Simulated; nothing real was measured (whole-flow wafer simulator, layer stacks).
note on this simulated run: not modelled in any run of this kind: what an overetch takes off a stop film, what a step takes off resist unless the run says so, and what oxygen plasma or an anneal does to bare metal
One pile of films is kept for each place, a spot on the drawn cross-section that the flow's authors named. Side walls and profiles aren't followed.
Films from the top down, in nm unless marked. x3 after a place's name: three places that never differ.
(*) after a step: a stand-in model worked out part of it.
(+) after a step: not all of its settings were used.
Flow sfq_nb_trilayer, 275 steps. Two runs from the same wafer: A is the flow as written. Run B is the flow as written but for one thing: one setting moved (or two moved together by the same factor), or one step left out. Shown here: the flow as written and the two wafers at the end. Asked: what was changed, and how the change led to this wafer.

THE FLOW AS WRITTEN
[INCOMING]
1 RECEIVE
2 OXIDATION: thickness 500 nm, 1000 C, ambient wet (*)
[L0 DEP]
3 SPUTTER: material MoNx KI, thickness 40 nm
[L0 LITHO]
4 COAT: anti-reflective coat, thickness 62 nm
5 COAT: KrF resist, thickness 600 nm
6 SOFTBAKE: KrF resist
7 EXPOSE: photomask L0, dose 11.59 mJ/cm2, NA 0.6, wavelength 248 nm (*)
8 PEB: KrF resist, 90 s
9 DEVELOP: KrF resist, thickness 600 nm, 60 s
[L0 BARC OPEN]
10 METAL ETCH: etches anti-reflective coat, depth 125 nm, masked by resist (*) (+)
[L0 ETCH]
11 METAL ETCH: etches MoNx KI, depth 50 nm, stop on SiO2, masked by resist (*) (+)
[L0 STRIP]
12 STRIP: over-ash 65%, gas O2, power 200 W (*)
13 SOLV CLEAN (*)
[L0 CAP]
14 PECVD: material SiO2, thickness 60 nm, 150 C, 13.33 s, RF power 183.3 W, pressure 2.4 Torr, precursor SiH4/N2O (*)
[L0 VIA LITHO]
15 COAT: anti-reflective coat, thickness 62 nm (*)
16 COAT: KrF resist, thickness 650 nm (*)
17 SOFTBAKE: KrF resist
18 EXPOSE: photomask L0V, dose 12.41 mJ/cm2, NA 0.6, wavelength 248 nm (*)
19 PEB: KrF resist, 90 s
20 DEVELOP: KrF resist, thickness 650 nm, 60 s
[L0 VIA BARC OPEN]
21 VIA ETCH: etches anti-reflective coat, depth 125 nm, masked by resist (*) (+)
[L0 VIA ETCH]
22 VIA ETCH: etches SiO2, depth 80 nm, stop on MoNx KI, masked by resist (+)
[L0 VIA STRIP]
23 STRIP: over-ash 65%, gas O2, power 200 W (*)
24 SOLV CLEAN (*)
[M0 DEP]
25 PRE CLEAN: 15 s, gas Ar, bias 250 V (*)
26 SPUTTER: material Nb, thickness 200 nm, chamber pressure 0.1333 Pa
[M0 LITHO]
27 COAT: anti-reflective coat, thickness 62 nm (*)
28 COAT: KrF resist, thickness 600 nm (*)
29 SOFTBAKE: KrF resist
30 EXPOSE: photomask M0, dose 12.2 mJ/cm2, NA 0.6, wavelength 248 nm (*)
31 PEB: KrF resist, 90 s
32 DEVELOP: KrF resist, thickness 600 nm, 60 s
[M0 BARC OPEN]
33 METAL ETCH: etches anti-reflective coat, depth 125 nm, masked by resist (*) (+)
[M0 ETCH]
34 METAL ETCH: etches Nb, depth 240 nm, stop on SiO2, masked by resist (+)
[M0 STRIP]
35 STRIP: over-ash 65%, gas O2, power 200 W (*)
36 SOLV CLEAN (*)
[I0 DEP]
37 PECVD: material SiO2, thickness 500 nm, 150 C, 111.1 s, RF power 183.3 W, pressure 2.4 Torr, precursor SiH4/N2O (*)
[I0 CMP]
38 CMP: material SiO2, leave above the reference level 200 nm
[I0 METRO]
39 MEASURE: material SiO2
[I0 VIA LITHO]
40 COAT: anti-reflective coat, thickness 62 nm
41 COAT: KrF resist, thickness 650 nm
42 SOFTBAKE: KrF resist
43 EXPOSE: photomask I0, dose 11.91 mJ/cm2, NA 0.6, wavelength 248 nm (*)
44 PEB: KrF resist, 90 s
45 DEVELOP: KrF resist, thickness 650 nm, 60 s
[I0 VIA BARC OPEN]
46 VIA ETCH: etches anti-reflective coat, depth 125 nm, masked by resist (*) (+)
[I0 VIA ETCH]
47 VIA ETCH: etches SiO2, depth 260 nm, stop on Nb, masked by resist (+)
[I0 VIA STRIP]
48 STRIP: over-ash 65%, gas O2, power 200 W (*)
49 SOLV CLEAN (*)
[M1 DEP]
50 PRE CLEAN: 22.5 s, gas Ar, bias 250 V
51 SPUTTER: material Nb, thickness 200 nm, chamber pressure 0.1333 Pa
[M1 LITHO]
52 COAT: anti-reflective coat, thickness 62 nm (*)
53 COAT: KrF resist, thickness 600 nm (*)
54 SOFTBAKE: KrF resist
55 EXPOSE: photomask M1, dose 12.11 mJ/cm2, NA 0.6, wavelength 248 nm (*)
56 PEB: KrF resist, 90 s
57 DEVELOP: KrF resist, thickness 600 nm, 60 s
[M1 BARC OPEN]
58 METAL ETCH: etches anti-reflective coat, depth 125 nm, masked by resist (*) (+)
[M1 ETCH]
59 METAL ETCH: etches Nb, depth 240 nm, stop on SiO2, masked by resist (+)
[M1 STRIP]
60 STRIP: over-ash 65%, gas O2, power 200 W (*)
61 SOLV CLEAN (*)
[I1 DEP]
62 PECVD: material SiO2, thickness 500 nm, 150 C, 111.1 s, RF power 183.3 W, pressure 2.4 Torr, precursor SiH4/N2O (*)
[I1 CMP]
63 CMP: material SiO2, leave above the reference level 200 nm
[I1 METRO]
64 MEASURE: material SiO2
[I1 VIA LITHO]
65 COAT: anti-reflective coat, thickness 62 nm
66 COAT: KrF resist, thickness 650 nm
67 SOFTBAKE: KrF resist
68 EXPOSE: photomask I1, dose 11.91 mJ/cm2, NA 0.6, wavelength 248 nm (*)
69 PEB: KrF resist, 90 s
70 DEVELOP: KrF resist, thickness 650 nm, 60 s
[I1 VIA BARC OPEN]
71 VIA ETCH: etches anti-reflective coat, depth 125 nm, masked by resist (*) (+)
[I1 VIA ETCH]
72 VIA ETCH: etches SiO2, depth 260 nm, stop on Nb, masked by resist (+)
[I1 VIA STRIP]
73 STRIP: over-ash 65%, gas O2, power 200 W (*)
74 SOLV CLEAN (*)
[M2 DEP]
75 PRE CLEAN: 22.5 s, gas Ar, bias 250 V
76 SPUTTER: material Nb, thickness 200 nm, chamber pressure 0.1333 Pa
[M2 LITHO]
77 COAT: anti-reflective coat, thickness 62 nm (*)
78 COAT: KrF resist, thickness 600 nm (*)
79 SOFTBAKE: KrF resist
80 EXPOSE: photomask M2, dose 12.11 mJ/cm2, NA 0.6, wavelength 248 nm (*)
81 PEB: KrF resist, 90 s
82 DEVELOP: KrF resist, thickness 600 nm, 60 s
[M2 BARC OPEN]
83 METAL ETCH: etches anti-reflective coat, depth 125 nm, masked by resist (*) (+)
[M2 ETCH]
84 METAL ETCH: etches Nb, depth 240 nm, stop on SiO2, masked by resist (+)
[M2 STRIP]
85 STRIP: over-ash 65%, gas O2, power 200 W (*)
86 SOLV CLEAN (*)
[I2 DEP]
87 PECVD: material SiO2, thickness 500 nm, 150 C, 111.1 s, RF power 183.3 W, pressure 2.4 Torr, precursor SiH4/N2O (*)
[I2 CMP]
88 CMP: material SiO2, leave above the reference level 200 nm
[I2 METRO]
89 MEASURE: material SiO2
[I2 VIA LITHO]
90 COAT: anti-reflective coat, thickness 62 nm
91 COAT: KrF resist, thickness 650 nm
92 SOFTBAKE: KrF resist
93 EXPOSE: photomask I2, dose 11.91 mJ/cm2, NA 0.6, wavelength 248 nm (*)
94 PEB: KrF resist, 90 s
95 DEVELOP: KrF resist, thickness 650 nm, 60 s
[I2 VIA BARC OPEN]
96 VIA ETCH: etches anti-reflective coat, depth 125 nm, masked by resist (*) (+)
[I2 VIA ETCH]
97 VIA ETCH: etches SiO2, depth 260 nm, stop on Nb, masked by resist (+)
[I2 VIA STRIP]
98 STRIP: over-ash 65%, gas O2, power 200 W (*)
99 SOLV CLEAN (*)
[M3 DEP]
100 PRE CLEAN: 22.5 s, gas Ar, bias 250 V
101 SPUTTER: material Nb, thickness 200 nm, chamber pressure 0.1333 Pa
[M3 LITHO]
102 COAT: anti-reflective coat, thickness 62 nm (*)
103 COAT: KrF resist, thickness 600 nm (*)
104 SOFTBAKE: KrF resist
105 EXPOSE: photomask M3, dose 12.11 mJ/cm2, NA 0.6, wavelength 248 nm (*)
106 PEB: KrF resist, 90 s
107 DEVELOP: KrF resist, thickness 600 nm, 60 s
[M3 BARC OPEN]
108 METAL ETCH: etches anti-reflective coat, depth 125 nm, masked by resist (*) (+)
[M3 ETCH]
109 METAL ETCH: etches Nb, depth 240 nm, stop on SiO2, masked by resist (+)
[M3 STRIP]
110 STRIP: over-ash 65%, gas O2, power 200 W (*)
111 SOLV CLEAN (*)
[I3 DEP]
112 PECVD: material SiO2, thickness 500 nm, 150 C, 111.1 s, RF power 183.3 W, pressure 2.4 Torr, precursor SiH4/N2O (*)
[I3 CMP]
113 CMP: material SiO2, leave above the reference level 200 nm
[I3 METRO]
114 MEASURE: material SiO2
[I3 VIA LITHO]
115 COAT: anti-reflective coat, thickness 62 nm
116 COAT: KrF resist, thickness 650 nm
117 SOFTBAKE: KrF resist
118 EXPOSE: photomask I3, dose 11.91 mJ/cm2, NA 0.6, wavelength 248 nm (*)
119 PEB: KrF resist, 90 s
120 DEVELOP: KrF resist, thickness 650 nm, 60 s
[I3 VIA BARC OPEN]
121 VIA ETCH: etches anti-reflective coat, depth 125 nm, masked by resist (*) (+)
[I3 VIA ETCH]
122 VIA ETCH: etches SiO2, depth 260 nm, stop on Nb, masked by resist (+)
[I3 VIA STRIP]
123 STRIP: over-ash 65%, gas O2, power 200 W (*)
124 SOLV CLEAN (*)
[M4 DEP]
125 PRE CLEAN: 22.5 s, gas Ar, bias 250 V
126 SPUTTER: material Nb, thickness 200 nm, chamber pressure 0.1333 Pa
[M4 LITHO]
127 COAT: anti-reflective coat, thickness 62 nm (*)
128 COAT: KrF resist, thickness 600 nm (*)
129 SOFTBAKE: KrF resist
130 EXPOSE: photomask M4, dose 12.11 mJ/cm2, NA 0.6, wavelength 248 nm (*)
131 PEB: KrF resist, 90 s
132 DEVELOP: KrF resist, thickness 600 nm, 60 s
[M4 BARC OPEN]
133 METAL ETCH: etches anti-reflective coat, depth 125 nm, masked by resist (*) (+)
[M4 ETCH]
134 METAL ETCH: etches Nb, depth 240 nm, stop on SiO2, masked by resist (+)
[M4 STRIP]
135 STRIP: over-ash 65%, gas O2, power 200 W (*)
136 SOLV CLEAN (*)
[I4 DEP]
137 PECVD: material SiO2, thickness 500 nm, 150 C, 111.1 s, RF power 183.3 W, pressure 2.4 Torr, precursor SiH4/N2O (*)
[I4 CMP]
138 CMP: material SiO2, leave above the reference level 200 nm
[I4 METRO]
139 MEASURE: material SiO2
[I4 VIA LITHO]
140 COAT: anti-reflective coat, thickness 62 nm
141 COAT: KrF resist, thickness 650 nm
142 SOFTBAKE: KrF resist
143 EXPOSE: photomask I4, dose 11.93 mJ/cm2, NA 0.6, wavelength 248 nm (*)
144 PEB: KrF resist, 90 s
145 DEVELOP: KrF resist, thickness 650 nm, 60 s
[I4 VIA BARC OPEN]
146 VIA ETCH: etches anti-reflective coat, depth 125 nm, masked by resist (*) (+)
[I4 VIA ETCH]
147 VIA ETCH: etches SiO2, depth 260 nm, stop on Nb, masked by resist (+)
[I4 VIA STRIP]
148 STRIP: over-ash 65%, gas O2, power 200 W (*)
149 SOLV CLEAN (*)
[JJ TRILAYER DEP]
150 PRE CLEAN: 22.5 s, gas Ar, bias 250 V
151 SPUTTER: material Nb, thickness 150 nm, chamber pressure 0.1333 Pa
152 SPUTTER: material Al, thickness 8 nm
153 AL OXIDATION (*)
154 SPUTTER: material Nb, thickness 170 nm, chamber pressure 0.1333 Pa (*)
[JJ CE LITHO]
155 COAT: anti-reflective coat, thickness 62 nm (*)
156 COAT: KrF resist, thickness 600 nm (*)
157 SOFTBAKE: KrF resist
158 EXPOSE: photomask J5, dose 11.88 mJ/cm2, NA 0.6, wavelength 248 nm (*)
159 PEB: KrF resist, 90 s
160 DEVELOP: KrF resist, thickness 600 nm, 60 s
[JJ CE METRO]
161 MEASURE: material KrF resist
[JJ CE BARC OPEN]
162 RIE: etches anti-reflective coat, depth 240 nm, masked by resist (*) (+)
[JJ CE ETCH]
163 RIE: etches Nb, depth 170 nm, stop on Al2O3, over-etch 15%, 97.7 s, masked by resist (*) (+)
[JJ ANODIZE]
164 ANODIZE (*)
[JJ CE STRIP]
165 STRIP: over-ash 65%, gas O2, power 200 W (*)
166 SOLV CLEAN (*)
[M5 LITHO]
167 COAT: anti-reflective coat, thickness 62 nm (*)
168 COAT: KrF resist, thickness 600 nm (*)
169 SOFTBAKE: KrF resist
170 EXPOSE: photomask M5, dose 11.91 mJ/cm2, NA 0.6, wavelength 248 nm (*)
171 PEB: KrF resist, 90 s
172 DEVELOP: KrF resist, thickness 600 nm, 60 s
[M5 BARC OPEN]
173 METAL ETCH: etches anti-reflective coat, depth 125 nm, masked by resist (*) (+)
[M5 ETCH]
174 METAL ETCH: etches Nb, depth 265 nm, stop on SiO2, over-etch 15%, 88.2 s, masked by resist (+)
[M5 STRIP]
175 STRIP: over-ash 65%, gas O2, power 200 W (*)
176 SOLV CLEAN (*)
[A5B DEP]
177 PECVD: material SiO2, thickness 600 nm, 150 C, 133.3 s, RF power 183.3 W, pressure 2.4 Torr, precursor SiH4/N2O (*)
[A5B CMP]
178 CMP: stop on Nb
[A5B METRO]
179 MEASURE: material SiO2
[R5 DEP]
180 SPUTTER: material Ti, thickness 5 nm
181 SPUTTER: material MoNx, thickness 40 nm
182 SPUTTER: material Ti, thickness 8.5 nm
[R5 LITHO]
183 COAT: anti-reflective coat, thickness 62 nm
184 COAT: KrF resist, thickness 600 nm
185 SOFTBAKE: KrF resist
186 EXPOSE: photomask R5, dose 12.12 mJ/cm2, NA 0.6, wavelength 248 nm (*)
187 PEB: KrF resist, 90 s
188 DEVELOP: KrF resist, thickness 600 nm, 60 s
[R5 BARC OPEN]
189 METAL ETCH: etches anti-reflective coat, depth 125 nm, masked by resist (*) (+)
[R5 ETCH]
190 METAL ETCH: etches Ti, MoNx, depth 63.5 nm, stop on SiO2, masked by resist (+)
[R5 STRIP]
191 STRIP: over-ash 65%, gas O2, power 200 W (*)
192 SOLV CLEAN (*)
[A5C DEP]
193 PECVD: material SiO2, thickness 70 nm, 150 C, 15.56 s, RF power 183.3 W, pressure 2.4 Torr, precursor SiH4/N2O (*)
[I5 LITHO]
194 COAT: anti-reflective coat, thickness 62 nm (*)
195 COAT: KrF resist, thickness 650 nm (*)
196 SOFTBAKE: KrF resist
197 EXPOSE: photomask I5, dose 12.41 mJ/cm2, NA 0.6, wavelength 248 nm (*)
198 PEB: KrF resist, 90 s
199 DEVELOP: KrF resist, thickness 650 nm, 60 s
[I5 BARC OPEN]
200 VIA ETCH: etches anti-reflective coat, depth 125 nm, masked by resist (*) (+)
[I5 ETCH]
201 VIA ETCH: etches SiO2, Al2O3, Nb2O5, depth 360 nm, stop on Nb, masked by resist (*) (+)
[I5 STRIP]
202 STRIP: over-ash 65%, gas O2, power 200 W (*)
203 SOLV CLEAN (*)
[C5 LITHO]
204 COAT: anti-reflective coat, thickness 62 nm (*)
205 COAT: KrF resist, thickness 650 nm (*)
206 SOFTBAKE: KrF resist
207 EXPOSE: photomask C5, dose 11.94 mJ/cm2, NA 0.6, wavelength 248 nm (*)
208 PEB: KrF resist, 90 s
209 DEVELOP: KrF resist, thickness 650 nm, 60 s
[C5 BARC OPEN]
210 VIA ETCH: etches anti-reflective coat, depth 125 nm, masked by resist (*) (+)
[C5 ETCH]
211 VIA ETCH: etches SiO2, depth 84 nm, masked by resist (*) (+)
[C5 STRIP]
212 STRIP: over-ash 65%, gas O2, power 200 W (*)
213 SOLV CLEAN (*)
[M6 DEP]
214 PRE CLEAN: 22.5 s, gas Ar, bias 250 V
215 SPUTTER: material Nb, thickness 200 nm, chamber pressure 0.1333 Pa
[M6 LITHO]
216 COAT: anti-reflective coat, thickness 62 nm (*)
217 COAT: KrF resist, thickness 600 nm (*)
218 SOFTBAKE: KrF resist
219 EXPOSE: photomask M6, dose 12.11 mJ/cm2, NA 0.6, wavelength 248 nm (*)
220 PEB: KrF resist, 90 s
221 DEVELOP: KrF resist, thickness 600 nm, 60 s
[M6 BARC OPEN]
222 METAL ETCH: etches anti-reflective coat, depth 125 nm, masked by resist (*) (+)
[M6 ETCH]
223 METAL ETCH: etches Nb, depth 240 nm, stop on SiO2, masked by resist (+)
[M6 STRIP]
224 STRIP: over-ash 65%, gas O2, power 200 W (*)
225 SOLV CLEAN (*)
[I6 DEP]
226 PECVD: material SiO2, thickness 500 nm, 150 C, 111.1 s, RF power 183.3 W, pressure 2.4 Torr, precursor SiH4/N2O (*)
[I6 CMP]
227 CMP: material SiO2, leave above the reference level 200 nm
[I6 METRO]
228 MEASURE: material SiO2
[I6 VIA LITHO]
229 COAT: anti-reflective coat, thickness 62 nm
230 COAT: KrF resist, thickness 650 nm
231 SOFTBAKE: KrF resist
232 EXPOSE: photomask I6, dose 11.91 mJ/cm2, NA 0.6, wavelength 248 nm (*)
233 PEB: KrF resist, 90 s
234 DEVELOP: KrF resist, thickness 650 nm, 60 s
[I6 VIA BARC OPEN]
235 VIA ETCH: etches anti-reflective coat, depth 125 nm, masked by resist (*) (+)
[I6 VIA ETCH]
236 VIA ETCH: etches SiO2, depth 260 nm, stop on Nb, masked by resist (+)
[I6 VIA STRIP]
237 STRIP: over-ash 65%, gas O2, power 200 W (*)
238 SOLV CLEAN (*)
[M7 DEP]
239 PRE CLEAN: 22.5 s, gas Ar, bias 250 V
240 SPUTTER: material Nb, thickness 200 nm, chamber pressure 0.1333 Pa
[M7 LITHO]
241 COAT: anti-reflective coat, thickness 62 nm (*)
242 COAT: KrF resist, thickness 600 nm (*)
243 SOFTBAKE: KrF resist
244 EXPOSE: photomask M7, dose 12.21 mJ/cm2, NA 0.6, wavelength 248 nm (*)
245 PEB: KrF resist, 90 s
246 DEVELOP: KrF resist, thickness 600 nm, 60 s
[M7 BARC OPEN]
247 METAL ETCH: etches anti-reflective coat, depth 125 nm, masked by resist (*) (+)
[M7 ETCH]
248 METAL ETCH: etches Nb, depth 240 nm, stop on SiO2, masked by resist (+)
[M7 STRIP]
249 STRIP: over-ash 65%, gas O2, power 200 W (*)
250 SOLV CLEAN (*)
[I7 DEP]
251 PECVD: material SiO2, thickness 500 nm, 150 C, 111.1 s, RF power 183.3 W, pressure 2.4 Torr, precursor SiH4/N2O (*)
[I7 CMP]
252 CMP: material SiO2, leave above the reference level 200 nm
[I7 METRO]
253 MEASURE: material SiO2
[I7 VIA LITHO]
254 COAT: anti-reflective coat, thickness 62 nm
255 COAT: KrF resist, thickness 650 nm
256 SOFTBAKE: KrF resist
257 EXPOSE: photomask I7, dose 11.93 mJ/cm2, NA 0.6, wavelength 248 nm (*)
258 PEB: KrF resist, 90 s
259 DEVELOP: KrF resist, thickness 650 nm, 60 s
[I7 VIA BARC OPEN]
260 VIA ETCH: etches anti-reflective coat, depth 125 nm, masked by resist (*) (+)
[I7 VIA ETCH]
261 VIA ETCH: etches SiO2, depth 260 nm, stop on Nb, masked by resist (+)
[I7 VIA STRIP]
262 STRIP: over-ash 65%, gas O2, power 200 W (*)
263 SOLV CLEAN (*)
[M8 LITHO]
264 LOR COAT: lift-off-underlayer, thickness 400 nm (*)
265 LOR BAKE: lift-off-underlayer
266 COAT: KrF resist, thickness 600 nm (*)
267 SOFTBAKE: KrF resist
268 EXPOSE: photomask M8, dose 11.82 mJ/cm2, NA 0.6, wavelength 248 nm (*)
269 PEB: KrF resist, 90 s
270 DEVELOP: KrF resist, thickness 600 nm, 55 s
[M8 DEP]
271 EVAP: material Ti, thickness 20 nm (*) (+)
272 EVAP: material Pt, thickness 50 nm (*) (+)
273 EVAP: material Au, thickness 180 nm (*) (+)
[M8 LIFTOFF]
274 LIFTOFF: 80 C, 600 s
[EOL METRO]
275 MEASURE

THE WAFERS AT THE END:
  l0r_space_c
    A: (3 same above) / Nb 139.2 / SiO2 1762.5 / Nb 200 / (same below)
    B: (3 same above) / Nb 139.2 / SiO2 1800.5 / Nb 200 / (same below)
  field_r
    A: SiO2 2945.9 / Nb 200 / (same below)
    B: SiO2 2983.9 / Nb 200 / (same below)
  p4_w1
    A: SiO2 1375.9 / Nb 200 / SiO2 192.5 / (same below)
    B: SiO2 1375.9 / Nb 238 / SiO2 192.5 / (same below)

The cause: step 126, SPUTTER: thickness 238 nm was run, where the flow has thickness 200 nm.
It can be read off the wafer: p4_w1 has Nb 238, and step 126 as written asks for 200 nm.

How the change led to this, step by step:
  126 SPUTTER: material Nb, thickness 200 nm, chamber pressure 0.1333 Pa
      field_l, v_sur, via_wl and 102 more: A Nb +200 (new film) | B Nb +238 (new film)
      via_v: A Nb +165.5 | B Nb +197.4
  134 METAL ETCH: etches Nb, depth 240 nm, stop on SiO2, masked by resist (+)
      field_l, be, be_sur and 64 more: A Nb -200 (all of it) | B Nb -238 (all of it)
  137 PECVD: material SiO2, thickness 500 nm, 150 C, 111.1 s, RF power 183.3 W, pressure 2.4 Torr, precursor SiH4/N2O (*)
      p3_s0, p3_s1, p3_s2, p3_s3, p3_s4, p3_s5: A SiO2 +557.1 | B SiO2 +595.1
  138 CMP: material SiO2, leave above the reference level 200 nm
      field_l, be, be_sur and 55 more: A SiO2 -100 | B SiO2 -62
      lsp_r, l0_sur, l0v: A SiO2 -91.9 | B SiO2 -52.4
